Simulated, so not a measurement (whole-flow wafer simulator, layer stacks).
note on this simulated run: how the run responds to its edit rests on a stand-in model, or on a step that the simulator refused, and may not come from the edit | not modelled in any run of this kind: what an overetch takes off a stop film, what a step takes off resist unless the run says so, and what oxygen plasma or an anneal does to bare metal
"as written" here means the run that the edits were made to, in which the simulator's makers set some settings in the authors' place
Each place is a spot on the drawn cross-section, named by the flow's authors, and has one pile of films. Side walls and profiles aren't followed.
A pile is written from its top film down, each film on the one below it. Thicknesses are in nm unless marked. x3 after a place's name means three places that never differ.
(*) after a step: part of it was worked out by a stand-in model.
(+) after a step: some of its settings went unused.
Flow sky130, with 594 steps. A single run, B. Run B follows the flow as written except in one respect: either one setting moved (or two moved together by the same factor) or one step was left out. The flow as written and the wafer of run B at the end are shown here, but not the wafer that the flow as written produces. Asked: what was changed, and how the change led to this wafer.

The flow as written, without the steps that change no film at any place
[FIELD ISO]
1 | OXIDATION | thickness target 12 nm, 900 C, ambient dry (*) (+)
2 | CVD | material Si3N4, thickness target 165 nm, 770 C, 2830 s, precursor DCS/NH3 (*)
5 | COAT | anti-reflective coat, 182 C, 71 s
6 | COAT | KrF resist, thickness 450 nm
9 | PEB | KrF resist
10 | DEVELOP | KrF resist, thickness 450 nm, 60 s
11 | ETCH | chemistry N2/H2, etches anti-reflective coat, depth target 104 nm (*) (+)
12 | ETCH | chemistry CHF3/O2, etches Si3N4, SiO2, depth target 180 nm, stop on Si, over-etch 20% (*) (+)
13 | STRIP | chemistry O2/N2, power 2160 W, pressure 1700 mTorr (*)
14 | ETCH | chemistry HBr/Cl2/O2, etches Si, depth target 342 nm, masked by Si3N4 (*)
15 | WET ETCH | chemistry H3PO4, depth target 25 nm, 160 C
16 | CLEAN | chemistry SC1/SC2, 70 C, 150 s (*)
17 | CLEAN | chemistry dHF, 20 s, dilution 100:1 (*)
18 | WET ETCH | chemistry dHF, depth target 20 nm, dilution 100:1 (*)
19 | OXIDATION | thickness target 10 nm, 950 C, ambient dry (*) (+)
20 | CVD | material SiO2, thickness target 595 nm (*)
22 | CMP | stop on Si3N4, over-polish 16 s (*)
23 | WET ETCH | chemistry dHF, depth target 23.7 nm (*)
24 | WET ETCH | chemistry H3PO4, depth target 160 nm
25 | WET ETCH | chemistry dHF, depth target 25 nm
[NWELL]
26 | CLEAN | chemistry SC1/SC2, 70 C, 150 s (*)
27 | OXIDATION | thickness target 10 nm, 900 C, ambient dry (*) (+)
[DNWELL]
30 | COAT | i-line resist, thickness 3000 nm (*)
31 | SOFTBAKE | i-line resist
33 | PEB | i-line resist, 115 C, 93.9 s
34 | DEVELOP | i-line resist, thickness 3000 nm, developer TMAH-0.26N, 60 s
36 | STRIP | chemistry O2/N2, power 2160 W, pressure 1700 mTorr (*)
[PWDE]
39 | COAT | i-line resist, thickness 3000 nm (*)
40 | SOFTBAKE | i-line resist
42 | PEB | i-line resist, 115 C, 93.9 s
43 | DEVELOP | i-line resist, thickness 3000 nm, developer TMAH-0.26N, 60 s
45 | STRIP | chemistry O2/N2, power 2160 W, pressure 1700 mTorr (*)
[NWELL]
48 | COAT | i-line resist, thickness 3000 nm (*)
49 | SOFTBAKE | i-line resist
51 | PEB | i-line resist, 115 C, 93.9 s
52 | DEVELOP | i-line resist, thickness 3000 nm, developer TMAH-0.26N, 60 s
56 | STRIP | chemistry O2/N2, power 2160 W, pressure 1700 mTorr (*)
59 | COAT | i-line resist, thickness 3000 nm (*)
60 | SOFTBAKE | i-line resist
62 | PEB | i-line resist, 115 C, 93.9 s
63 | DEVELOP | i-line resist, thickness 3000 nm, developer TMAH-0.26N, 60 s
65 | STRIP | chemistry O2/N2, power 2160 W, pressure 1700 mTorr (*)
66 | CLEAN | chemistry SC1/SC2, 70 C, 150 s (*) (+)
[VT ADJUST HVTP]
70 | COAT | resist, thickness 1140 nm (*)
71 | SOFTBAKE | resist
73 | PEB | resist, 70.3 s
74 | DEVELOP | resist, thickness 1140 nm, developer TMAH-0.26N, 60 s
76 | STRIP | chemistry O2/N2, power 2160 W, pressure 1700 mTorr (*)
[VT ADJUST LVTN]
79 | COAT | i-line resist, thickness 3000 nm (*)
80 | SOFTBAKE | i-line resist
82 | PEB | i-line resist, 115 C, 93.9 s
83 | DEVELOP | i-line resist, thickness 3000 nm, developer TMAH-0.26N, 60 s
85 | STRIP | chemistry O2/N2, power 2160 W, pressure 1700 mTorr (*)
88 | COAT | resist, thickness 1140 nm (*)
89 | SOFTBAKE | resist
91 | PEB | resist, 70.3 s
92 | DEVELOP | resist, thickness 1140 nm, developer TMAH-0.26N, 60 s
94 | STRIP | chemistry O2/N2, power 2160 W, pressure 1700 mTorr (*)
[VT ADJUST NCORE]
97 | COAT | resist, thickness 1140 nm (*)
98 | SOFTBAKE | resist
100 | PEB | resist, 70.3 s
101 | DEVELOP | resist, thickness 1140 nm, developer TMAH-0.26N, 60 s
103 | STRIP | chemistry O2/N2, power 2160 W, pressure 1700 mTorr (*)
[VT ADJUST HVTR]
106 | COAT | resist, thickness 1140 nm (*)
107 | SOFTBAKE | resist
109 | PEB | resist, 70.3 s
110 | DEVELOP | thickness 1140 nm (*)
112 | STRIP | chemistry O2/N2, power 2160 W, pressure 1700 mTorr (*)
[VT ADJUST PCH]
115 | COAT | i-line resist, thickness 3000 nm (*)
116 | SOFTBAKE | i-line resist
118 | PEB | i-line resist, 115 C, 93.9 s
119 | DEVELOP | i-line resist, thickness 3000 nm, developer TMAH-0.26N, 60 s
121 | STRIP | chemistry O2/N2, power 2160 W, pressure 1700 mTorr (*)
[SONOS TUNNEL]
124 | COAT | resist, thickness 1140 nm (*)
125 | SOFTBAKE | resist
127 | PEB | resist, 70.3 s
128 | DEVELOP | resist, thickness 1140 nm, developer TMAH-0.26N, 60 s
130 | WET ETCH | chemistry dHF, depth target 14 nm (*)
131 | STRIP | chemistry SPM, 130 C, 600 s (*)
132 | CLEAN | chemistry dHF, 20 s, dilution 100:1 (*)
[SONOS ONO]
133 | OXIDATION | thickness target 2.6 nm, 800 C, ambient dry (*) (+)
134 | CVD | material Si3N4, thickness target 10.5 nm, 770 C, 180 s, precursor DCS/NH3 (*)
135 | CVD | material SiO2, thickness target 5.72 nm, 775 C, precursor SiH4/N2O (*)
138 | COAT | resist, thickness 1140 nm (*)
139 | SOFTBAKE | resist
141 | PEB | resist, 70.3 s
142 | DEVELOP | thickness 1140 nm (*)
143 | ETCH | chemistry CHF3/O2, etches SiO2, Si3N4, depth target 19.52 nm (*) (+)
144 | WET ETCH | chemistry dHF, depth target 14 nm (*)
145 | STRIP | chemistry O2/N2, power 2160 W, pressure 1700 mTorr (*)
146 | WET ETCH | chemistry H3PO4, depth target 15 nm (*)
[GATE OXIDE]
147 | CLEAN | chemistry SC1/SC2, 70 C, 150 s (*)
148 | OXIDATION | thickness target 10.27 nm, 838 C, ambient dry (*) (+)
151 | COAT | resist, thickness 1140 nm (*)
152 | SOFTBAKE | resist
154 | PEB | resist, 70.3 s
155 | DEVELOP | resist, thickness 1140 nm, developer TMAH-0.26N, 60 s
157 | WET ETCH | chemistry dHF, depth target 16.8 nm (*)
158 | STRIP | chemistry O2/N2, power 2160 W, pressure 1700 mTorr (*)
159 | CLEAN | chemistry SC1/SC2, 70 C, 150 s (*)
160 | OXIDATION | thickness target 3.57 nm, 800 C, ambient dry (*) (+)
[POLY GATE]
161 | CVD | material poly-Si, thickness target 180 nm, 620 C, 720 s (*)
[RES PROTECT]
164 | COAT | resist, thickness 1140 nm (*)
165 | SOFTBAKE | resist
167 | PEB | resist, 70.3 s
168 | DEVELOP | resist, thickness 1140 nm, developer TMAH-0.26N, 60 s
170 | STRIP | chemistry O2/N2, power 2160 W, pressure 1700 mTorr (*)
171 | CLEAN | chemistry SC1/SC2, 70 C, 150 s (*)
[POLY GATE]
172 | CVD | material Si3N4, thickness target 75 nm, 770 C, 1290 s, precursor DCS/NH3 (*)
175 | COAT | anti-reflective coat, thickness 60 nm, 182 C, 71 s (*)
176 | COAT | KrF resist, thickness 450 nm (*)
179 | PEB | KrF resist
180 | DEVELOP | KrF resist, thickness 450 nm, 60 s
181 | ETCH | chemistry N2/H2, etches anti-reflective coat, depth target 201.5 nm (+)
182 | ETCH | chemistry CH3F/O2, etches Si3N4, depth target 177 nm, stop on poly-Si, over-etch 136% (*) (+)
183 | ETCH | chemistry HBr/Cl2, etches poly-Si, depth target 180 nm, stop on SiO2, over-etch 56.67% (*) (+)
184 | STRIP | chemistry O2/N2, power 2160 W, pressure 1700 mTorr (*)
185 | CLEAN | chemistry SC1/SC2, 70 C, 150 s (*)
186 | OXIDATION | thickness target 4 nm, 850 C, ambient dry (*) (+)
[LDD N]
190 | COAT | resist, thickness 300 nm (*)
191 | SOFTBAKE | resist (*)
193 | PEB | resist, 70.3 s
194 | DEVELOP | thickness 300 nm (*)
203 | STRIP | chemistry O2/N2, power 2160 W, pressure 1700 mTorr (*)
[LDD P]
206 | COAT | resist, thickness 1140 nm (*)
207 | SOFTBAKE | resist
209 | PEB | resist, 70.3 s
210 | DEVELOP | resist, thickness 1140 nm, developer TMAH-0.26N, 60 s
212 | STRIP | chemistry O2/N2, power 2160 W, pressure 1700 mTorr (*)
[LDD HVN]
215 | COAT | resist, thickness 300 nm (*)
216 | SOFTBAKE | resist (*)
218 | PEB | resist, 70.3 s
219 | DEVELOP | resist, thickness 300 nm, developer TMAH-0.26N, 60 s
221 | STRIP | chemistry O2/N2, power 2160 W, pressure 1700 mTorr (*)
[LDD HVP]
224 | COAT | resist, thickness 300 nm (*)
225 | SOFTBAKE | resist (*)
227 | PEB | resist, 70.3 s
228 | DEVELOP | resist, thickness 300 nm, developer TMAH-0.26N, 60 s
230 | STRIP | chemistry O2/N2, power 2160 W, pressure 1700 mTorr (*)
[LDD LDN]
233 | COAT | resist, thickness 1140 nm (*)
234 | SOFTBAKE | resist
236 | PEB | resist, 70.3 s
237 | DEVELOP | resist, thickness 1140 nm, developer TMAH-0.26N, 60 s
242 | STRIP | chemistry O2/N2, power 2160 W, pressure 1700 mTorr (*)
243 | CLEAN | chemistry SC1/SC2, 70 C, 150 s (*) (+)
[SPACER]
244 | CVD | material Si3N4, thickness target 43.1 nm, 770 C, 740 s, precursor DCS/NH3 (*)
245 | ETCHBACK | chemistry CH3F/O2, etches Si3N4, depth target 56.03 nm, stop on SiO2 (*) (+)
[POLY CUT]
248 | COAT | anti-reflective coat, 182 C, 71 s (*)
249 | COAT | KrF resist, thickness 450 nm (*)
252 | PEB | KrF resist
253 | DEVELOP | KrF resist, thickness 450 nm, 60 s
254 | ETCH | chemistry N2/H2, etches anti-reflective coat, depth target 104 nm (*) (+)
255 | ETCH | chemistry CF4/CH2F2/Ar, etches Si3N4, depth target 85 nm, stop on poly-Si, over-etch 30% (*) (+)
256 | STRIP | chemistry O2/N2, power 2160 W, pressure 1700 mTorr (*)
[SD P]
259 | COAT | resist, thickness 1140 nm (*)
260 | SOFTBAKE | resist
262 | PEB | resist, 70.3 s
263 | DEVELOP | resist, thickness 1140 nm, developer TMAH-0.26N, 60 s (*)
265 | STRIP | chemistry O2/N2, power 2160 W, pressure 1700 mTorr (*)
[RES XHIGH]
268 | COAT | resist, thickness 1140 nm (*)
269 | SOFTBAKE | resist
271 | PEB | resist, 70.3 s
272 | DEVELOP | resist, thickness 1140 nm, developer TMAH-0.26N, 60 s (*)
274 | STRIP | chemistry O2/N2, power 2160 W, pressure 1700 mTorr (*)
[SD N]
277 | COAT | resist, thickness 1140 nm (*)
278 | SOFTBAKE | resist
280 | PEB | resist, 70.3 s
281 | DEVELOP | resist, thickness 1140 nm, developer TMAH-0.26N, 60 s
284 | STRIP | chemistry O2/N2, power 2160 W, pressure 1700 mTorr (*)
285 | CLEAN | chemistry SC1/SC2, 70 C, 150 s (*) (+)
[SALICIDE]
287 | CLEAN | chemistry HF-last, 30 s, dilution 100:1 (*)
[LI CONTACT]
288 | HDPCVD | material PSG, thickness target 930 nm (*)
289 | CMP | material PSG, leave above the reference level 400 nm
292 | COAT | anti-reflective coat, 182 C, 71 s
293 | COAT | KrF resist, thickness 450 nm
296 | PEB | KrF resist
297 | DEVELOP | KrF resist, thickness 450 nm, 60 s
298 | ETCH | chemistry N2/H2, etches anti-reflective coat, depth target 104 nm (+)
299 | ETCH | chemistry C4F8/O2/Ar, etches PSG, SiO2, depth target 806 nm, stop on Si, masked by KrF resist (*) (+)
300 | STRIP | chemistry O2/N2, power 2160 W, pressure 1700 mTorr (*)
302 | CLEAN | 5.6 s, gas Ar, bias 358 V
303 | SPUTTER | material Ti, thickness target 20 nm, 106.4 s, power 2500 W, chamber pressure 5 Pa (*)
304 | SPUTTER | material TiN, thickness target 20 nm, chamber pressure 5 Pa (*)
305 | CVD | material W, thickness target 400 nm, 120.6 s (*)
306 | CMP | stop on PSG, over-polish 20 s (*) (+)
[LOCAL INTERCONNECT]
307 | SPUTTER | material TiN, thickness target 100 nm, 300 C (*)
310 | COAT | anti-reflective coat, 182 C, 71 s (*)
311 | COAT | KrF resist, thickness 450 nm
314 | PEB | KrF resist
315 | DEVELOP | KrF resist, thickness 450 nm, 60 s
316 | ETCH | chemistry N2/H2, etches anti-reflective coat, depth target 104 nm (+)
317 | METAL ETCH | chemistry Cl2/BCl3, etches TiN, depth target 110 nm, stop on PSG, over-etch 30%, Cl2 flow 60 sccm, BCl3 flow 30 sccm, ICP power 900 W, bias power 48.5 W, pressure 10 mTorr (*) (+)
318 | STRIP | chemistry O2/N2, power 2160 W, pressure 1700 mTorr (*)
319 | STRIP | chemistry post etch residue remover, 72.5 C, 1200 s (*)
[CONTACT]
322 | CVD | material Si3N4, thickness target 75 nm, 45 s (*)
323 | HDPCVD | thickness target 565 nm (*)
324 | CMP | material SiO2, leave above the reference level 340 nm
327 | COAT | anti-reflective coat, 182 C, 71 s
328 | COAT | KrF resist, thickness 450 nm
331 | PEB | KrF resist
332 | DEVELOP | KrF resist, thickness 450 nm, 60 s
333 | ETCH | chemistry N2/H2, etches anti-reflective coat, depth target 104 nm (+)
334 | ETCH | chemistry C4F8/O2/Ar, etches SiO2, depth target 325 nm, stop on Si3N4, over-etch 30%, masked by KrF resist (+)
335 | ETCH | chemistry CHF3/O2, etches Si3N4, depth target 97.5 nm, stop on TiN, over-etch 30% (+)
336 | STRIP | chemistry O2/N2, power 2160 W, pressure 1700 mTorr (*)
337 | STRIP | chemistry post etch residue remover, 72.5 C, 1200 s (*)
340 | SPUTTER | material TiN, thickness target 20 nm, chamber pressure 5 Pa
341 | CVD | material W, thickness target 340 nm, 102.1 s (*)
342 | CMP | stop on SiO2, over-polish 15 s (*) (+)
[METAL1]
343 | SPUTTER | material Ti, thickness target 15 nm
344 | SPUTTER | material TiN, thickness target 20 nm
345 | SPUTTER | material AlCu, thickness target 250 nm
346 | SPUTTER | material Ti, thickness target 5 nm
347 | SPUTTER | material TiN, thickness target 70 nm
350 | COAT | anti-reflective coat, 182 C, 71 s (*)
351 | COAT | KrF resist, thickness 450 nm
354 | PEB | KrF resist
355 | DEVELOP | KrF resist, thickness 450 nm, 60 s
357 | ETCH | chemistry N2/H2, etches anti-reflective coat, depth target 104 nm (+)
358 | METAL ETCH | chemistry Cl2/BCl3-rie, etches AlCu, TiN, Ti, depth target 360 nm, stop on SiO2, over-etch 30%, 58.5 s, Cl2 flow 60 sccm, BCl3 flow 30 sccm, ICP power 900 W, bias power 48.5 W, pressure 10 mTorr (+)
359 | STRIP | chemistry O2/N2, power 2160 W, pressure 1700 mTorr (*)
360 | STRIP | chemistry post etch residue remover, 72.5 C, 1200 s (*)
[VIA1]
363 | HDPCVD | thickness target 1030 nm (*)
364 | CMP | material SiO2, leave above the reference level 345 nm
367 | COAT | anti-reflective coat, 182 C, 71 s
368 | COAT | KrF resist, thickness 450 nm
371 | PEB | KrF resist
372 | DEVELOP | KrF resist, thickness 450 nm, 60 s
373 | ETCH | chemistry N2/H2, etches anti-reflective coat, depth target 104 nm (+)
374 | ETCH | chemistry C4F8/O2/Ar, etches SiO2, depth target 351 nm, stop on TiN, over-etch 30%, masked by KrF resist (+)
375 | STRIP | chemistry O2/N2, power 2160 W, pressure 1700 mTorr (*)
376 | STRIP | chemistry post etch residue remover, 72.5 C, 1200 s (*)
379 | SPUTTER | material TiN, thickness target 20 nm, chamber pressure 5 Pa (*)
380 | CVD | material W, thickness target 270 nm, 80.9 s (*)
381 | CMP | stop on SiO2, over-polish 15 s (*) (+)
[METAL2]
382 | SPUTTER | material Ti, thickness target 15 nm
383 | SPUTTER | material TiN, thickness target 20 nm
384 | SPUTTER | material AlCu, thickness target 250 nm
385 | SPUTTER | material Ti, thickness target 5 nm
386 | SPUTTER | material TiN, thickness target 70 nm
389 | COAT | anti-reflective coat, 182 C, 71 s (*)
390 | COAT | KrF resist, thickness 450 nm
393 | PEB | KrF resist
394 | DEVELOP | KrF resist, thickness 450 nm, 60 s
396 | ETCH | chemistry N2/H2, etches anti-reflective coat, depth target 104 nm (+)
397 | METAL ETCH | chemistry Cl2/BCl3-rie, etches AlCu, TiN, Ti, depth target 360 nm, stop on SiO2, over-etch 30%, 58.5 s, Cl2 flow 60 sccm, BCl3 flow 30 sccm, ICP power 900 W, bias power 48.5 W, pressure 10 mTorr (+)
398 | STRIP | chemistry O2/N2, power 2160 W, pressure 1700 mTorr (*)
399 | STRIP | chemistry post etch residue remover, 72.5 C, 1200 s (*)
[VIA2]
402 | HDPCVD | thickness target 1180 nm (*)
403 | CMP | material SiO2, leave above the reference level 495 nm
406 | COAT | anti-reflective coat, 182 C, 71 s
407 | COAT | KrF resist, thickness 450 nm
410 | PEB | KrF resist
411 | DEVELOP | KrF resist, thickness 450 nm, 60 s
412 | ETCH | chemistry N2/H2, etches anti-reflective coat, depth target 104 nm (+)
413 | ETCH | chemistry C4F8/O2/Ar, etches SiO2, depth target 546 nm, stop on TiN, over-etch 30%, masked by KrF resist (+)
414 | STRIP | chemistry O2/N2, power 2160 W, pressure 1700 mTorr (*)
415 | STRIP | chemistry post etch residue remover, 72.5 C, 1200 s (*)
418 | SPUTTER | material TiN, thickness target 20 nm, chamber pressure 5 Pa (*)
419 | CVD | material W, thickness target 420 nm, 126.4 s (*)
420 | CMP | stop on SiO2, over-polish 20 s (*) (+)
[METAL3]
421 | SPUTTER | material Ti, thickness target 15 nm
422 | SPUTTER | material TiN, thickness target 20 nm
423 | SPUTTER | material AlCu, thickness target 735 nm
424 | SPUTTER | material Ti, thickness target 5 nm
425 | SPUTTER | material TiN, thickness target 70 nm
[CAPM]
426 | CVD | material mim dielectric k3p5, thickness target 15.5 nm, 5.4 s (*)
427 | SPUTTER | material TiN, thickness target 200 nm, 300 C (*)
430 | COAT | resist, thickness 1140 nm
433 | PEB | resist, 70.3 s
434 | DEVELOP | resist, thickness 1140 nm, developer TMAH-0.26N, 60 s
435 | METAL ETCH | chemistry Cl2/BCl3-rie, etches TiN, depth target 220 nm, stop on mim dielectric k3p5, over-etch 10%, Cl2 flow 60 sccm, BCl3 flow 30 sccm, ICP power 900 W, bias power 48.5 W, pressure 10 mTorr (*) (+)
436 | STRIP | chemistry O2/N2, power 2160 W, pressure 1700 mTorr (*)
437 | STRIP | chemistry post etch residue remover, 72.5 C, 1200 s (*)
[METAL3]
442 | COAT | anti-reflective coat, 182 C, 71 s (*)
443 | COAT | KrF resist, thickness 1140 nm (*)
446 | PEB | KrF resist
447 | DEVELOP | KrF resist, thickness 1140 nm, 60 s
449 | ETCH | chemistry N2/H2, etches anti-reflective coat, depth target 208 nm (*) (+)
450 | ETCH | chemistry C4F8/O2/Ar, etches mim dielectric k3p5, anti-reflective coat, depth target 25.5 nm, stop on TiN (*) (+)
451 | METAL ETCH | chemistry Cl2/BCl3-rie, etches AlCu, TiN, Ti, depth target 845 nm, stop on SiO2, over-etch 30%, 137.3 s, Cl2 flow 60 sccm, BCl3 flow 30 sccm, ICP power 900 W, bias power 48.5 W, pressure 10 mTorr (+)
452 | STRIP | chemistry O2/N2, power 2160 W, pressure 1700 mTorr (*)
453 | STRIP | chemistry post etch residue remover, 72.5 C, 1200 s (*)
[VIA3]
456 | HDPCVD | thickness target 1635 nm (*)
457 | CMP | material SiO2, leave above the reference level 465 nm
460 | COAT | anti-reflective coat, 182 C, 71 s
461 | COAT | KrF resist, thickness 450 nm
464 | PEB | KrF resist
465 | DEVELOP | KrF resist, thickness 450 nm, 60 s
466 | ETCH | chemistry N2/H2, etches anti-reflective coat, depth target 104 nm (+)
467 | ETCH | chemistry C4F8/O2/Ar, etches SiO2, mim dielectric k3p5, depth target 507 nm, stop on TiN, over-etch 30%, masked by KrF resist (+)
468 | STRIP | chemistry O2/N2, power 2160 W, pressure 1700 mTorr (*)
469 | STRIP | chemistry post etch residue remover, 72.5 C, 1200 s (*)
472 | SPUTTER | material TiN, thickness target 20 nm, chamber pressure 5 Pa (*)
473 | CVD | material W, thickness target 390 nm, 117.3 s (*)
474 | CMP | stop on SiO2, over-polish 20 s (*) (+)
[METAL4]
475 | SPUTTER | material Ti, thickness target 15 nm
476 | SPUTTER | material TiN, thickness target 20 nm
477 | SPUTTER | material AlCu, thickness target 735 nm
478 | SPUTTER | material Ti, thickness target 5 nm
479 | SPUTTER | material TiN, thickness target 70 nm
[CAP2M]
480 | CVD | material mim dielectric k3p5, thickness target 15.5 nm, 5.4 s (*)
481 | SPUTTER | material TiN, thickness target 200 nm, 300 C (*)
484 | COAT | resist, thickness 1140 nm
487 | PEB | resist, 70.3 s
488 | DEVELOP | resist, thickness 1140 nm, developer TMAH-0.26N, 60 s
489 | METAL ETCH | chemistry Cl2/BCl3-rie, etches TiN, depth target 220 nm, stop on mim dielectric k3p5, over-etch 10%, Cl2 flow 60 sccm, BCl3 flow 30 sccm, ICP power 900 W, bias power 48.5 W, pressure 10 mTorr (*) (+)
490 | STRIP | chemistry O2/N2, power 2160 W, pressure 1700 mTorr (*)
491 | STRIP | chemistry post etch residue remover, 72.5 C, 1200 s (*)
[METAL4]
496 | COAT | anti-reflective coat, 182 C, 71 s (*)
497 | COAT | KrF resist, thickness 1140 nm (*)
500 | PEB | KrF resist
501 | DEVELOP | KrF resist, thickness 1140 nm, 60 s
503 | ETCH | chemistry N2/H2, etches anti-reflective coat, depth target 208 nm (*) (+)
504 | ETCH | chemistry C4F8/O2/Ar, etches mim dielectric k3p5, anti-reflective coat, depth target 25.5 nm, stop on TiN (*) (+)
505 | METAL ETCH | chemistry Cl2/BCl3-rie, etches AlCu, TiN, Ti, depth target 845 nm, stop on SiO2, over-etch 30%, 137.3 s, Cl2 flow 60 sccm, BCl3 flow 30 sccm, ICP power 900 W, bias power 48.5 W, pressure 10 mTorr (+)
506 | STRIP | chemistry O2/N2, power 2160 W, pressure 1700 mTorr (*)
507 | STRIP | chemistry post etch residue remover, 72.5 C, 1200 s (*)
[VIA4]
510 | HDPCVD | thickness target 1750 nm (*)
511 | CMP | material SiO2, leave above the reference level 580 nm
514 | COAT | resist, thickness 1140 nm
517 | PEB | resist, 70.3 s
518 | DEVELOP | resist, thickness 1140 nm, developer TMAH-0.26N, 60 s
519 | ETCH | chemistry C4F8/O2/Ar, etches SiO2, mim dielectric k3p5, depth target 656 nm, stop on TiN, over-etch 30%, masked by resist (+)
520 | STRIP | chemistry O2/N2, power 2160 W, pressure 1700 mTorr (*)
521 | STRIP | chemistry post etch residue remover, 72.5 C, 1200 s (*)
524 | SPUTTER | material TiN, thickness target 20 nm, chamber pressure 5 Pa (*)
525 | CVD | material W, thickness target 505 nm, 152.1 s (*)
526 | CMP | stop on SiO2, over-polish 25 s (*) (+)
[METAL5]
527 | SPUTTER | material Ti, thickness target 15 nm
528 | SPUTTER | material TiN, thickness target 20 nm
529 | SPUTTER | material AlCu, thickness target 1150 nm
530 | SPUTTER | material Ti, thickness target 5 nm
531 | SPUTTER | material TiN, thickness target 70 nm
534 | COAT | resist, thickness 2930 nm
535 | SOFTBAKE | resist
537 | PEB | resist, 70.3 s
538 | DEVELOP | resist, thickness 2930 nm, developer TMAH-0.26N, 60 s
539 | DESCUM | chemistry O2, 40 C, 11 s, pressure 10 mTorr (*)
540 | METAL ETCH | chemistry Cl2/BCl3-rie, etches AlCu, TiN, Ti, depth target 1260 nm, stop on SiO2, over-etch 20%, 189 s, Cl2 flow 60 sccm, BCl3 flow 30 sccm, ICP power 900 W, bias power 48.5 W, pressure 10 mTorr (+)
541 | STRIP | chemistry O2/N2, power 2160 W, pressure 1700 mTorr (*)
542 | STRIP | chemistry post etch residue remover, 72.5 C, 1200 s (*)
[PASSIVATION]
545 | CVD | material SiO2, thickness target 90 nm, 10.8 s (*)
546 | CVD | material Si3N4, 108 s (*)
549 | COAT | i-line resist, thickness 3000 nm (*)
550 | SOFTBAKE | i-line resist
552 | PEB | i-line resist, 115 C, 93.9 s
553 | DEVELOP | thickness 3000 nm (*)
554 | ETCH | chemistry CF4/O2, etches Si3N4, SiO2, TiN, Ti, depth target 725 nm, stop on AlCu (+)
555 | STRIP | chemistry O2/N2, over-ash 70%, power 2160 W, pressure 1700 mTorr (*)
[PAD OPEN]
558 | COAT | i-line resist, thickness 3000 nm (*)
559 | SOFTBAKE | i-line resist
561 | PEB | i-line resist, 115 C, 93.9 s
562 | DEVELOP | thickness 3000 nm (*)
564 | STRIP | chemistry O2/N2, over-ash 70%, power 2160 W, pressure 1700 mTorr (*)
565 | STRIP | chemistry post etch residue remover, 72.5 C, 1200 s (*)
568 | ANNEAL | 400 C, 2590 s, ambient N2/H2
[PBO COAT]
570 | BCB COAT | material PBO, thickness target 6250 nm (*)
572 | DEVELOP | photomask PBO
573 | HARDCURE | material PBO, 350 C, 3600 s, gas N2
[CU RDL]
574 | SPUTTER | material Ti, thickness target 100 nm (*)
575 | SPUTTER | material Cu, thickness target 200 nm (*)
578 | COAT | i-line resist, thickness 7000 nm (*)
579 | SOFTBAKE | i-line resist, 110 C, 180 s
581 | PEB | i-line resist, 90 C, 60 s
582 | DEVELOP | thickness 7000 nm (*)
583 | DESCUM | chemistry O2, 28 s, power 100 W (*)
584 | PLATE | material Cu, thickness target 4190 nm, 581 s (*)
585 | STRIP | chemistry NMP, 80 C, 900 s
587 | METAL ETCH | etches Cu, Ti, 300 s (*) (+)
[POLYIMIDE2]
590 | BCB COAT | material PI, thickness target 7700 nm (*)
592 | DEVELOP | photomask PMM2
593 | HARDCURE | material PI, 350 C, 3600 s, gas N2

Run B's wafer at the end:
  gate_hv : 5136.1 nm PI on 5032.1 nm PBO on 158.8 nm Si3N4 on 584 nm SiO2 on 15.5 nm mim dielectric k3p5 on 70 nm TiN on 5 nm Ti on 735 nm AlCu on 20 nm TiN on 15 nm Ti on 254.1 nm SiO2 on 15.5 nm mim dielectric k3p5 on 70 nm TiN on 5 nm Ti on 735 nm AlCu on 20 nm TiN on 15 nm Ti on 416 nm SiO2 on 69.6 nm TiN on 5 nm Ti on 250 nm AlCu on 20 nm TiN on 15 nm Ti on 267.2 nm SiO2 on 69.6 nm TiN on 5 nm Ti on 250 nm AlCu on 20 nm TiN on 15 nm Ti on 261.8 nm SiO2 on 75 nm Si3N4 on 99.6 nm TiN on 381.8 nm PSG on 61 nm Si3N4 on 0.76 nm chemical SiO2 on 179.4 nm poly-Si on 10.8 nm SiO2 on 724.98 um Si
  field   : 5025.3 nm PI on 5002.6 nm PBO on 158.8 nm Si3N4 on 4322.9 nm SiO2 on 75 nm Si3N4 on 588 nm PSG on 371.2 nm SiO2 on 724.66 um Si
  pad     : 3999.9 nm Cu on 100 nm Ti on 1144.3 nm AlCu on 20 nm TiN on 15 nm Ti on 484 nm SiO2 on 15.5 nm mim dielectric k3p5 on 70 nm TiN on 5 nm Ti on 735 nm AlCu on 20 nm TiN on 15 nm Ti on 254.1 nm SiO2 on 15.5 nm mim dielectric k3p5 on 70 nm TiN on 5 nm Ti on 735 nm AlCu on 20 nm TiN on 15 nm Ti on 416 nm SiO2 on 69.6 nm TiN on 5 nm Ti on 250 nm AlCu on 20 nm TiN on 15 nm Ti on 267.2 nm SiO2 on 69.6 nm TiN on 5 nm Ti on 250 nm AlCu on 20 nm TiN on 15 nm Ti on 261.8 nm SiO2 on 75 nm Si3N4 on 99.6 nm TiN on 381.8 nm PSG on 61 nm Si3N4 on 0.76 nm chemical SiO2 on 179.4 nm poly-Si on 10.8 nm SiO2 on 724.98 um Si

Cause: step 457, CMP: leave above the reference level 349 nm was run, though the flow has leave above the reference level 465 nm.

How this came from the change, step by step:
  457 | CMP | material SiO2, leave above the reference level 465 nm
      n_well, p_well, gate_hv and 99 more: -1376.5 SiO2 (in the flow as written it would be: -1260.5 SiO2)
      field, active, gate and 82 more: -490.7 SiO2 (in the flow as written it would be: -374.7 SiO2)
      (also at 5 further places)
  467 | ETCH | chemistry C4F8/O2/Ar, etches SiO2, mim dielectric k3p5, depth target 507 nm, stop on TiN, over-etch 30%, masked by KrF resist (+)
      field, active, n_well and 187 more: -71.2 KrF resist (in the flow as written it would be: -101.4 KrF resist)
      m1: -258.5 SiO2 (all of it), -15.5 mim dielectric k3p5 (all of it) (in the flow as written it would be: -374.5 SiO2 (all of it), -15.5 mim dielectric k3p5 (all of it))
      (also at 1 further place)
  468 | STRIP | chemistry O2/N2, power 2160 W, pressure 1700 mTorr (*)
      field, active, n_well and 187 more: -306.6 KrF resist (all of it), -80 anti-reflective coat (all of it) (in the flow as written it would be: -276.4 KrF resist (all of it), -80 anti-reflective coat (all of it))
  472 | SPUTTER | material TiN, thickness target 20 nm, chamber pressure 5 Pa (*)
      m1, via3_hole: +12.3 TiN (in the flow as written it would be: +10.6 TiN)
  473 | CVD | material W, thickness target 390 nm, 117.3 s (*)
      m1: +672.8 W (new film) (in the flow as written it would be: +790.5 W (new film))
      via3_hole: +672.2 W (new film) (in the flow as written it would be: +789.9 W (new film))
